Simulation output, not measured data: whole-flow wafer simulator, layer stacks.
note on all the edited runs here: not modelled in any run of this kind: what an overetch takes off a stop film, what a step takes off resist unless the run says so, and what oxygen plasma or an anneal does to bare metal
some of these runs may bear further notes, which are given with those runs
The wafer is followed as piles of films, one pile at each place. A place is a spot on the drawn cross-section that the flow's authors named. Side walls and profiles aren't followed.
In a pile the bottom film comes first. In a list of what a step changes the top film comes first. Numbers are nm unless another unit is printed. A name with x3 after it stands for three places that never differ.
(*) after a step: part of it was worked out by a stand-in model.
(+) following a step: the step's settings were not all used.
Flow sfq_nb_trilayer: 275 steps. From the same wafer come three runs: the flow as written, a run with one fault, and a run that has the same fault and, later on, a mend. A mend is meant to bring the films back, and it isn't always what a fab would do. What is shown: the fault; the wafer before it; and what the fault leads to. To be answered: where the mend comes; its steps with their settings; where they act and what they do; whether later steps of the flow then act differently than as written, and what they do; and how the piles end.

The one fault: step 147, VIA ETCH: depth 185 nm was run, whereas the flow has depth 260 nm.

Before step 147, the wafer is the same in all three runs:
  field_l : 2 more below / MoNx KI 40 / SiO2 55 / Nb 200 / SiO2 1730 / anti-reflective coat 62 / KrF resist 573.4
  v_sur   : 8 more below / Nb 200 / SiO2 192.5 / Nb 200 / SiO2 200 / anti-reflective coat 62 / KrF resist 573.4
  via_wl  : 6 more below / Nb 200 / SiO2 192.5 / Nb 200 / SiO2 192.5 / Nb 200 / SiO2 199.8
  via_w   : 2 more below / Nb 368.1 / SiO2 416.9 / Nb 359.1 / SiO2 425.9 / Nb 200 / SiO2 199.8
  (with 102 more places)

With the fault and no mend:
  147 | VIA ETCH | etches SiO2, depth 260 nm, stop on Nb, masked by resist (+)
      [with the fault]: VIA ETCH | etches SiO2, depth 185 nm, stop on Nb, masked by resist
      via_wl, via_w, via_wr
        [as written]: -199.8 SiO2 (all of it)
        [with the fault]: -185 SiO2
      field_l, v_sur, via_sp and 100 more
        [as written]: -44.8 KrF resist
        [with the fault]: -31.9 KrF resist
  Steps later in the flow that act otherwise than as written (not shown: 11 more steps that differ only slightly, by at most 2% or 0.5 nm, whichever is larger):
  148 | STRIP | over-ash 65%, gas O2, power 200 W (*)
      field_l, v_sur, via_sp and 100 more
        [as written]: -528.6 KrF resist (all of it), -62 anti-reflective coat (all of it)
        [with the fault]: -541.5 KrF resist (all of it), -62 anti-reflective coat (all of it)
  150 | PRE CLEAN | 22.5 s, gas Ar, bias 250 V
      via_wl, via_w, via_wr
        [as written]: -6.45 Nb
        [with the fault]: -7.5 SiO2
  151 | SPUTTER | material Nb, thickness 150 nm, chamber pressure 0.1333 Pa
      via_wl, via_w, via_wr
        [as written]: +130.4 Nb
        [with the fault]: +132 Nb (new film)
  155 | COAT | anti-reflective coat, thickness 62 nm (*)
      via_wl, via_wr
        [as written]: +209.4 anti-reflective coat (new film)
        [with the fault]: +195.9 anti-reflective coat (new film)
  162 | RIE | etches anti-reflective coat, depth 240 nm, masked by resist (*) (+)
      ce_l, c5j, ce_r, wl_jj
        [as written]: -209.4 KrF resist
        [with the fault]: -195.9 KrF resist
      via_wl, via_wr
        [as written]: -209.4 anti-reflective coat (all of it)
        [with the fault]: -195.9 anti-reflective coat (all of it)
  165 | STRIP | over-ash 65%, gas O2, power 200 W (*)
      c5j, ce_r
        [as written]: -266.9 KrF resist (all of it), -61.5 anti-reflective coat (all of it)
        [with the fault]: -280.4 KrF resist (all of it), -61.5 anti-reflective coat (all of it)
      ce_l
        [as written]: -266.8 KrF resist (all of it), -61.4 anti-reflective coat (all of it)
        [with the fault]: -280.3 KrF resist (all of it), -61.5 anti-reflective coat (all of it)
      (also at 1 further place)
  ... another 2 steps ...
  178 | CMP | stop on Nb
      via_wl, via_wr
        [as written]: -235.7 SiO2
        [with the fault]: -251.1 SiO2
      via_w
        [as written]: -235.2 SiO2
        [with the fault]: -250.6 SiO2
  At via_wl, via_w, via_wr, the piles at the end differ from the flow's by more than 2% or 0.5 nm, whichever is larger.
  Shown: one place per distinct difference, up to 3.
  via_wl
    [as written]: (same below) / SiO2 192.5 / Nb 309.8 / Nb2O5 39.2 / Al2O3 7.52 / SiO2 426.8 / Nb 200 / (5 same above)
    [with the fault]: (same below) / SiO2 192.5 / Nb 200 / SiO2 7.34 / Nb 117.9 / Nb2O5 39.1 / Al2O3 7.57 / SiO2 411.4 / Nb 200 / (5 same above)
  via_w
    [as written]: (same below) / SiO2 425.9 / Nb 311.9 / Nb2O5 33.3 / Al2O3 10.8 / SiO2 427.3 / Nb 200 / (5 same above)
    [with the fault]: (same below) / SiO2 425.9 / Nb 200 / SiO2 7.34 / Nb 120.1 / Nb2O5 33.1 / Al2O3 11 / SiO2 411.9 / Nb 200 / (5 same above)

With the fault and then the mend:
  The mend stands after step 148.
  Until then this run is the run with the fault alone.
  148a | COAT | anti-reflective coat, thickness 62 nm (*) (the flow's step 140 again)
      p4_fl x3, p4_w1 x9, p4_g1 x2 and 63 more
        +62 anti-reflective coat (new film)
      r_end, moat, field_r and 7 more
        +61.7 anti-reflective coat (new film)
      c5j, ce_r, sp_r, be_r, r_sur, res
        +61.6 anti-reflective coat (new film)
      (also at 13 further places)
  148b | COAT | KrF resist, thickness 650 nm (*) (the flow's step 141 again)
      p4_fl x3, p4_w1 x9, p4_g1 x2 and 63 more
        +650 KrF resist (new film)
      lsp_l, ln_m5, lsp_m, ln_m6, lsp_r
        +649.4 KrF resist (new film)
      r_end, moat, field_r, l0_sur
        +649.3 KrF resist (new film)
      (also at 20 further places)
  148c | SOFTBAKE | KrF resist (the flow's step 142 again)
      does not change any film at any place that is followed
  148d | EXPOSE | photomask I4, dose 11.93 mJ/cm2, NA 0.6, wavelength 248 nm (*) (the flow's step 143 again)
      does not change any film at any place that is followed
  148e | PEB | KrF resist, 90 s (the flow's step 144 again)
      ce_r, sp_r, be_r and 89 more
        -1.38 KrF resist
      wire, be, be_sur, gap, jj_sur, ce_l, c5j
        -1.37 KrF resist
      v_sur, via_sp, via_v
        -1.36 KrF resist
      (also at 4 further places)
  148f | DEVELOP | KrF resist, thickness 650 nm, 60 s (the flow's step 145 again)
      field_l, v_sur, via_sp and 100 more
        -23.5 KrF resist
      via_wl
        -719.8 KrF resist (all of it)
      via_w
        -774.9 KrF resist (all of it)
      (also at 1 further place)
  148g | VIA ETCH | etches anti-reflective coat, depth 125 nm, masked by resist (+) (the flow's step 146 again)
      field_l, v_sur, via_sp and 100 more
        -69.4 KrF resist
      via_wl, via_wr
        -125 anti-reflective coat
      via_w
        -83.1 anti-reflective coat (all of it), -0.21 SiO2
  148h | VIA ETCH | etches SiO2, depth 75 nm, stop on Nb, masked by resist (*) (+) (the flow's step 147 again, with other settings)
      field_l, v_sur, via_sp and 97 more
        -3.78 KrF resist
      r_sur, lsp_l, lsp_m
        -3.79 KrF resist
      via_wl
        -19 anti-reflective coat (all of it), -14.8 SiO2 (all of it)
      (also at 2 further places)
  148i | STRIP | over-ash 65%, gas O2, power 200 W (*) (the flow's step 148 again)
      p4_fl x3, p4_w1 x9, p4_g1 x2 and 63 more
        -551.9 KrF resist (all of it), -62 anti-reflective coat (all of it)
      r_end, moat, field_r, lsp_l, ln_m5, l0_sur
        -551.2 KrF resist (all of it), -61.7 anti-reflective coat (all of it)
      lsp_m, ln_m6, lsp_r
        -551.3 KrF resist (all of it), -61.7 anti-reflective coat (all of it)
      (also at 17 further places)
  Later steps of the flow that are run all act as written at every place that is followed, up to a difference of at most 2% or 0.5 nm, whichever is larger.
  By the end, the piles equal the flow's at every place that both follow.
